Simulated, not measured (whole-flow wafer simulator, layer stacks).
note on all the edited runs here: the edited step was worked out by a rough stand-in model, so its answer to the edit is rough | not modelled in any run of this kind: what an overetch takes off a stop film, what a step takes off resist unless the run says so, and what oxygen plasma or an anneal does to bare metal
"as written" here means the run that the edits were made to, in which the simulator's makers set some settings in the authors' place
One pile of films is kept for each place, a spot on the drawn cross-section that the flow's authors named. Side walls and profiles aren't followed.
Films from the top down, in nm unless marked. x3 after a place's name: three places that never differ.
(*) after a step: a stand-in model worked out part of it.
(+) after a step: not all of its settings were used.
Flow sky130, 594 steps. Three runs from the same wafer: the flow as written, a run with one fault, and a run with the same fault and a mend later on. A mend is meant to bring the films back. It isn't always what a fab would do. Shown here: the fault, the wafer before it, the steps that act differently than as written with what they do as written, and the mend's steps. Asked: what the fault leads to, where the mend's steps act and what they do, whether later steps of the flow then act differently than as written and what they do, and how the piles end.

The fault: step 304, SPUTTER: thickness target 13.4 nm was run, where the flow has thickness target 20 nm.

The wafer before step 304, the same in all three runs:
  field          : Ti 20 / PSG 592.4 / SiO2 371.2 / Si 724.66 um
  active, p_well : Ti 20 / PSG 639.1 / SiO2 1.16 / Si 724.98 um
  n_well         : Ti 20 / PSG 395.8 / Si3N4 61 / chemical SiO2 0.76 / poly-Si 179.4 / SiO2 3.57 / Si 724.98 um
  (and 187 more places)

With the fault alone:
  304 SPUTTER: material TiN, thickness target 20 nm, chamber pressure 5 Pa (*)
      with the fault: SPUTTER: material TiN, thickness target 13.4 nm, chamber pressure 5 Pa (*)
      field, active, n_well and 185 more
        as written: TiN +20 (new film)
        with the fault: TiN +13.4 (new film)
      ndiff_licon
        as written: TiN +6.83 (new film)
        with the fault: TiN +4.62 (new film)
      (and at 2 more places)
  Later steps of the flow that act differently than as written (16 more steps differ only slightly, by at most 2% or 0.5 nm, whichever is larger, and aren't shown):
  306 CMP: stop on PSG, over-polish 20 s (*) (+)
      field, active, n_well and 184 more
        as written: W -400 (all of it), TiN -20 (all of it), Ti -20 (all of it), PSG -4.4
        with the fault: W -400 (all of it), TiN -13.4 (all of it), Ti -20 (all of it), PSG -4.4
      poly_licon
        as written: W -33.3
        with the fault: W -26.7
  At the end the piles differ from the flow's by more than 2% or 0.5 nm, whichever is larger, at poly_licon, ndiff_licon, ndiff_licon_cpp, rpo_hd_licon.
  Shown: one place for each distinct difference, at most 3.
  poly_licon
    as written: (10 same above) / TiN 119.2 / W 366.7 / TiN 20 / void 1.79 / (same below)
    with the fault: (10 same above) / TiN 119.2 / W 373.3 / TiN 13.4 / void 1.79 / (same below)
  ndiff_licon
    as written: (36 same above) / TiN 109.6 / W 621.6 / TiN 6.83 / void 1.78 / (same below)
    with the fault: (36 same above) / TiN 109.6 / W 623.8 / TiN 4.62 / void 1.78 / (same below)
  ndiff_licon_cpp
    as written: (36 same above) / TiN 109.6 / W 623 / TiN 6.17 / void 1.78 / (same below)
    with the fault: (36 same above) / TiN 109.6 / W 625 / TiN 4.18 / void 1.78 / (same below)

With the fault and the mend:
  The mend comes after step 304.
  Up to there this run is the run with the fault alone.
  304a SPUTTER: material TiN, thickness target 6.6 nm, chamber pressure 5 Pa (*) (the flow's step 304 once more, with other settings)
      field, active, n_well and 185 more
        TiN +6.6
      ndiff_licon
        TiN +2.21
      ndiff_licon_cpp
        TiN +2
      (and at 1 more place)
  No later step of the flow acts differently than as written at any place that is followed.
  At the end the piles differ from the flow's only slightly at the places that both follow, by at most 2% or 0.5 nm, whichever is larger.
